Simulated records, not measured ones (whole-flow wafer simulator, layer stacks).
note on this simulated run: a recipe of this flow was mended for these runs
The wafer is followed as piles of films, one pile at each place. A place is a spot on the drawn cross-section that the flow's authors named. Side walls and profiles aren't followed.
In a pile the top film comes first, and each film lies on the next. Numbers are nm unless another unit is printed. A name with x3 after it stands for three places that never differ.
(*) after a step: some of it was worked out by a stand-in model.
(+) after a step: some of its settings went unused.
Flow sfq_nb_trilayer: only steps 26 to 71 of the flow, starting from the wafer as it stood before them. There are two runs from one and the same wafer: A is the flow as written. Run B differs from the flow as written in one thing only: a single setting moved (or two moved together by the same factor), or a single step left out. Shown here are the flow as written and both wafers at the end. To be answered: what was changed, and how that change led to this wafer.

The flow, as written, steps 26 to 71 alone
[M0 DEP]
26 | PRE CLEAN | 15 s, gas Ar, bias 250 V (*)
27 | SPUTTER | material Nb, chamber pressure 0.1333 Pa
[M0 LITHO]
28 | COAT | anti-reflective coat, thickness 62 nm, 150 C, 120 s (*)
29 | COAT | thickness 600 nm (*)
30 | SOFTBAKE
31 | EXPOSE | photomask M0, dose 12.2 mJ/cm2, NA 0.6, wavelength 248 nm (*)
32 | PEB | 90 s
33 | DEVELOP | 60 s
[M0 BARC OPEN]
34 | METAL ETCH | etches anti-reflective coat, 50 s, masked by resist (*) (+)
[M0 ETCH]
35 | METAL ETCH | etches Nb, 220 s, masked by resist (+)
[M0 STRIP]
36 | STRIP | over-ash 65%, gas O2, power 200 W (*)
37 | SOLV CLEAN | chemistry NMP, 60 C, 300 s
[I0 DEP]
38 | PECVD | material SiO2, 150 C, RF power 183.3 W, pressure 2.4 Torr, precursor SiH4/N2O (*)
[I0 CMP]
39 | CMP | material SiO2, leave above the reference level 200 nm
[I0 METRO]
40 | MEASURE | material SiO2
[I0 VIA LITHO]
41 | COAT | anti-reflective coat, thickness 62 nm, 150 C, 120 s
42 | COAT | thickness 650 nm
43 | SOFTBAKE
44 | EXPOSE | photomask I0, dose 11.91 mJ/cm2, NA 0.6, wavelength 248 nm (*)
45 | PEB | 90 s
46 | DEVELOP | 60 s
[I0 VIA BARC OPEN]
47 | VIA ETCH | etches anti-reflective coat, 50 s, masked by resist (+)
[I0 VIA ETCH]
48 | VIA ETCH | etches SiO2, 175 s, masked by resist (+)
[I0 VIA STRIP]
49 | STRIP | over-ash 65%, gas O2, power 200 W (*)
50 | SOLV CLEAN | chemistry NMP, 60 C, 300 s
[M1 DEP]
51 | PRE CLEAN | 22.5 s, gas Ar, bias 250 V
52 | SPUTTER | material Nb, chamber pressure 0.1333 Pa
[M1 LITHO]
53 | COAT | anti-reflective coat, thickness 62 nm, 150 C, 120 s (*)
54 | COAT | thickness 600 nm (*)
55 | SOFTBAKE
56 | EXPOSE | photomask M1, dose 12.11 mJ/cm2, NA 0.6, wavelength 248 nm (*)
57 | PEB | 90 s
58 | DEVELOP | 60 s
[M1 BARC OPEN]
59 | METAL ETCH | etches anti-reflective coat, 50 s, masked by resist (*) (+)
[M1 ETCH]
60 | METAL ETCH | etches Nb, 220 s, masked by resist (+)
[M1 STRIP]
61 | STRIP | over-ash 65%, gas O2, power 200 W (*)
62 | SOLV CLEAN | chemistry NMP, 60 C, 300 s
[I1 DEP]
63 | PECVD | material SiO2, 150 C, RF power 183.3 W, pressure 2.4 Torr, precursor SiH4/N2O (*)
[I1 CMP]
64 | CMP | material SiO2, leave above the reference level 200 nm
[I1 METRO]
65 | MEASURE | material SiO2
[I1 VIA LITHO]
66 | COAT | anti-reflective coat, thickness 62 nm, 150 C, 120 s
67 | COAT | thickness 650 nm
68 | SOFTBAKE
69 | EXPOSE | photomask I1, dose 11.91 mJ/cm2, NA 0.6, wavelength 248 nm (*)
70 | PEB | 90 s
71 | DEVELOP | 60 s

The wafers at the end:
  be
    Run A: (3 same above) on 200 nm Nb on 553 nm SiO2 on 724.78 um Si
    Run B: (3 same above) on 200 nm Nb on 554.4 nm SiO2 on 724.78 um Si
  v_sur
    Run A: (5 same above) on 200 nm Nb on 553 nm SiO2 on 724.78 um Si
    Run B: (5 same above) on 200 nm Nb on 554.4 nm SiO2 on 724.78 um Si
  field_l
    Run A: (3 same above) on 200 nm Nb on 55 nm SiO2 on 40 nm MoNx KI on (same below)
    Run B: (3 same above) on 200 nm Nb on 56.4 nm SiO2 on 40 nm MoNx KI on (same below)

The reason: step 26, PRE CLEAN: bias 160 V was run, whereas the flow has bias 250 V.

Step by step, how the change led to this:
  26 | PRE CLEAN | 15 s, gas Ar, bias 250 V (*)
      field_l, v_sur, via_wl and 102 more: A -5 SiO2 | B -3.57 SiO2
      l0v: A -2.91 MoNx KI | B -1.83 MoNx KI
